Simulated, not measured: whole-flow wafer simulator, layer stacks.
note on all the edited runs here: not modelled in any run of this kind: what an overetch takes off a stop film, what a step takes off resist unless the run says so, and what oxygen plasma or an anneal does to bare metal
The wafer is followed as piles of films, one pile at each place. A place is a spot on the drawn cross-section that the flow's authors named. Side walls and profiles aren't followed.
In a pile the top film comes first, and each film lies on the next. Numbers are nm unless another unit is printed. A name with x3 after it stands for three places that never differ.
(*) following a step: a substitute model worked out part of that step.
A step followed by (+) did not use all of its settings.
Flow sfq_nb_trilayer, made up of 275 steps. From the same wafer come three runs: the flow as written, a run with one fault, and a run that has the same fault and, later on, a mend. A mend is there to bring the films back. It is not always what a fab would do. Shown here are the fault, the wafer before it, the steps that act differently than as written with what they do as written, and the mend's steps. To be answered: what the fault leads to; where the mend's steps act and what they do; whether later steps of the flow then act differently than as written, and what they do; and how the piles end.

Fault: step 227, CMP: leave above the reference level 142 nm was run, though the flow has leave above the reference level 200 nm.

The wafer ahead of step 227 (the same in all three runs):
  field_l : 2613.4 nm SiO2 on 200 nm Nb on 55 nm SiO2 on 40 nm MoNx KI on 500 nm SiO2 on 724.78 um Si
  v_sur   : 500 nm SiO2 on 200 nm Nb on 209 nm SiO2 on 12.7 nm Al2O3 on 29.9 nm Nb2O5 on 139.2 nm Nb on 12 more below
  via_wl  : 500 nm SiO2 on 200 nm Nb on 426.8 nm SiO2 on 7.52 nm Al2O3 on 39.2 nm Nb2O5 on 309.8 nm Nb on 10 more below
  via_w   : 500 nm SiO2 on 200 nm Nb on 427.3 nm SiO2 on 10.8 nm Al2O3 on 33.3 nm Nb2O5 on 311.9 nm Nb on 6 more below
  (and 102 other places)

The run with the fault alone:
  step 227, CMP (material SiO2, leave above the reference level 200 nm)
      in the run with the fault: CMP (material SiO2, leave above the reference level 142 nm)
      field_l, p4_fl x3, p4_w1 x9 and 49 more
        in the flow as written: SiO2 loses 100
        in the run with the fault: SiO2 loses 158
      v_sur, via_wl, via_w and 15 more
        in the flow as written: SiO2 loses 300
        in the run with the fault: SiO2 loses 358
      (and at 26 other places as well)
  Later steps of the flow acting differently than as written (not shown: 4 more steps that differ only slightly, by at most 2% or 0.5 nm, whichever is larger):
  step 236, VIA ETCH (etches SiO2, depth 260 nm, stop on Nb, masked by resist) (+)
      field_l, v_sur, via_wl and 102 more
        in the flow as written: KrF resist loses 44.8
        in the run with the fault: KrF resist loses 36.7
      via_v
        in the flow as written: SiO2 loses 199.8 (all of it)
        in the run with the fault: SiO2 loses 141.8 (all of it)
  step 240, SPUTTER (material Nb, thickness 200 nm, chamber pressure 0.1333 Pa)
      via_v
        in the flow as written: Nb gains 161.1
        in the run with the fault: Nb gains 175.2
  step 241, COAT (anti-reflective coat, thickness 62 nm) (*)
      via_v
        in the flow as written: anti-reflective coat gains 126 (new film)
        in the run with the fault: anti-reflective coat gains 111.9 (new film)
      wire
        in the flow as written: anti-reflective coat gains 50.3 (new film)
        in the run with the fault: anti-reflective coat gains 51.4 (new film)
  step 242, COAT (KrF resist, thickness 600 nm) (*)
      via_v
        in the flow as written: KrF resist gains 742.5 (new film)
        in the run with the fault: KrF resist gains 694 (new film)
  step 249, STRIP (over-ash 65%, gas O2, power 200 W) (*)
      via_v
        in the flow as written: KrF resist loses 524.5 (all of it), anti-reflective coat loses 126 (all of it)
        in the run with the fault: KrF resist loses 476.2 (all of it), anti-reflective coat loses 111.9 (all of it)
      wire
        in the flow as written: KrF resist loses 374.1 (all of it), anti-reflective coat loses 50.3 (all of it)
        in the run with the fault: KrF resist loses 378.8 (all of it), anti-reflective coat loses 51.4 (all of it)
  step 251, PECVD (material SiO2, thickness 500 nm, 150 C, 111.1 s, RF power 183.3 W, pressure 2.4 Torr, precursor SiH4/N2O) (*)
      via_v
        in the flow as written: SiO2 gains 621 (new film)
        in the run with the fault: SiO2 gains 522.8 (new film)
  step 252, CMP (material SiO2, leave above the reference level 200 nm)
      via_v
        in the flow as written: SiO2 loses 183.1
        in the run with the fault: SiO2 loses 157.1
  By the end, the piles at v_sur, via_wl, via_w and 86 more depart from the flow's by more than 2% or 0.5 nm, whichever is larger.
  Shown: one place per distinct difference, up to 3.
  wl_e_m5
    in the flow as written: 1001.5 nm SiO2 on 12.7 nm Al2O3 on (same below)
    in the run with the fault: 943.5 nm SiO2 on 12.7 nm Al2O3 on (same below)
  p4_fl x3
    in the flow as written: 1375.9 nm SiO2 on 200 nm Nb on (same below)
    in the run with the fault: 1317.9 nm SiO2 on 200 nm Nb on (same below)
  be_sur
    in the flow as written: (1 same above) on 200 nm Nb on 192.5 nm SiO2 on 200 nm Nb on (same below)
    in the run with the fault: (1 same above) on 200 nm Nb on 134.5 nm SiO2 on 200 nm Nb on (same below)

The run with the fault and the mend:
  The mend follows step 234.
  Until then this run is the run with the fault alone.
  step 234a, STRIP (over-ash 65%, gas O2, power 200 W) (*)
      field_l, v_sur, via_wl and 102 more
        KrF resist loses 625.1 (all of it), anti-reflective coat loses 62 (all of it)
      via_v
        anti-reflective coat loses 62 (all of it)
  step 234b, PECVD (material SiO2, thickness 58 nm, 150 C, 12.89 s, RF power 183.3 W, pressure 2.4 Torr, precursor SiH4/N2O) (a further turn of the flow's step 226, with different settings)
      field_l, v_sur, via_wl and 103 more
        SiO2 gains 58
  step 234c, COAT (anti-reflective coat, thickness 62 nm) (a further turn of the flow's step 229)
      field_l, v_sur, via_wl and 103 more
        anti-reflective coat gains 62 (new film)
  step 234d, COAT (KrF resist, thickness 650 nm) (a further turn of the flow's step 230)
      field_l, v_sur, via_wl and 103 more
        KrF resist gains 650 (new film)
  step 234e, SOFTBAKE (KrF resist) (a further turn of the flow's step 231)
      leaves every film unchanged at each place that is followed
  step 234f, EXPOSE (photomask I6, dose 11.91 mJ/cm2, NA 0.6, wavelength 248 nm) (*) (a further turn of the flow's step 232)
      leaves every film unchanged at each place that is followed
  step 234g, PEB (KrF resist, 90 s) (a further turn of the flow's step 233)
      field_l, v_sur, via_wl and 103 more
        KrF resist loses 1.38
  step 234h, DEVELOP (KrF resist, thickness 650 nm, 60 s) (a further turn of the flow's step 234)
      field_l, v_sur, via_wl and 102 more
        KrF resist loses 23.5
      via_v
        KrF resist loses 648.6 (all of it)
  None of the later steps of the flow differs from how it acts as written, at any place that is followed, by more than 2% or 0.5 nm, whichever is larger.
  By the end, the piles equal the flow's at every place that both follow.
